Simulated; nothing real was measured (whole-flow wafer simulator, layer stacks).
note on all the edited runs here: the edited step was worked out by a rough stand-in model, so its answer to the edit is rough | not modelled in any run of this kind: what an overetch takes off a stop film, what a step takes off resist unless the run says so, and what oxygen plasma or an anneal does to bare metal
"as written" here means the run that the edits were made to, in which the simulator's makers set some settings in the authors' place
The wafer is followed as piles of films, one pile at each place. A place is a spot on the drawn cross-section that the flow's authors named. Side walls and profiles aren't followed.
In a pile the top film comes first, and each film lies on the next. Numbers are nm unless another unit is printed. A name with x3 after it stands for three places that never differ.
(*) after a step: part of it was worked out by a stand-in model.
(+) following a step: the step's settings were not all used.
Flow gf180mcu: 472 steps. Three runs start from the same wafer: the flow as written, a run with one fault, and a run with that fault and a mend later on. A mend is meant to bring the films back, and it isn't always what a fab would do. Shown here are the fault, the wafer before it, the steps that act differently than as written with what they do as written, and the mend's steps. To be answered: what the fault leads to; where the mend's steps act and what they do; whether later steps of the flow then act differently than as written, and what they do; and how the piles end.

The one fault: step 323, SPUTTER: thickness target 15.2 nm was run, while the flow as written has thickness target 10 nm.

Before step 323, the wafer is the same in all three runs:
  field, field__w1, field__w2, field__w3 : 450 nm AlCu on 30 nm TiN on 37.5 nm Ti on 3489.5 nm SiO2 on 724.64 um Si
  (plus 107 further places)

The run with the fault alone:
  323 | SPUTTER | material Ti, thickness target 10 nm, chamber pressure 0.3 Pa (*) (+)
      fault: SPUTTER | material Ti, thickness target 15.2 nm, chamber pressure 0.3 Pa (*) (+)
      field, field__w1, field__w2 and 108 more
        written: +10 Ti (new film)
        fault: +15.2 Ti (new film)
  Later steps of the flow acting differently than as written (5 other steps are not shown; they differ only slightly, by no more than 2% or 0.5 nm, whichever is larger):
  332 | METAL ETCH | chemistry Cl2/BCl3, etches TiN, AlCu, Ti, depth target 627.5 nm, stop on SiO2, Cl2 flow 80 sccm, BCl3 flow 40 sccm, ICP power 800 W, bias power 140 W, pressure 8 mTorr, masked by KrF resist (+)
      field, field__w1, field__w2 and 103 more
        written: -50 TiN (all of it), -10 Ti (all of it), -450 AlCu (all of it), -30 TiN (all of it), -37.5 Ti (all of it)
        fault: -50 TiN (all of it), -15.2 Ti (all of it), -450 AlCu (all of it), -30 TiN (all of it), -37.5 Ti (all of it)
  The piles end different from the flow's at field__w8, contact, m1, m1__w1, m1_nw by more than 2% or 0.5 nm, whichever is larger.
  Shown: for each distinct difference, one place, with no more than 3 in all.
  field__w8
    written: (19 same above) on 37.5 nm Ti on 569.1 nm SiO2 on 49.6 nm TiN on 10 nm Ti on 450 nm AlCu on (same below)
    fault: (19 same above) on 37.5 nm Ti on 563.9 nm SiO2 on 49.6 nm TiN on 15.2 nm Ti on 450 nm AlCu on (same below)
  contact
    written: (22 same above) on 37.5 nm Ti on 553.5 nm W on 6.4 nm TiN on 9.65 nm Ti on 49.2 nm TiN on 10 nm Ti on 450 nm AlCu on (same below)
    fault: (22 same above) on 37.5 nm Ti on 548.3 nm W on 6.42 nm TiN on 9.68 nm Ti on 49.2 nm TiN on 15.2 nm Ti on 450 nm AlCu on (same below)

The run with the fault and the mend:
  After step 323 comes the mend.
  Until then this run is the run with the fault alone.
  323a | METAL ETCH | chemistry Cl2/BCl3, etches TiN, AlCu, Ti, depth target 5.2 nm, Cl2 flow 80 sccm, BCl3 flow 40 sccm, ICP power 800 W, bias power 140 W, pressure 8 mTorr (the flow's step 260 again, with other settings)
      field, field__w1, field__w2 and 108 more
        -5.2 Ti
  None of the later steps of the flow acts differently than as written at any place that is followed.
  The piles end the same as the flow's at every place that both follow.
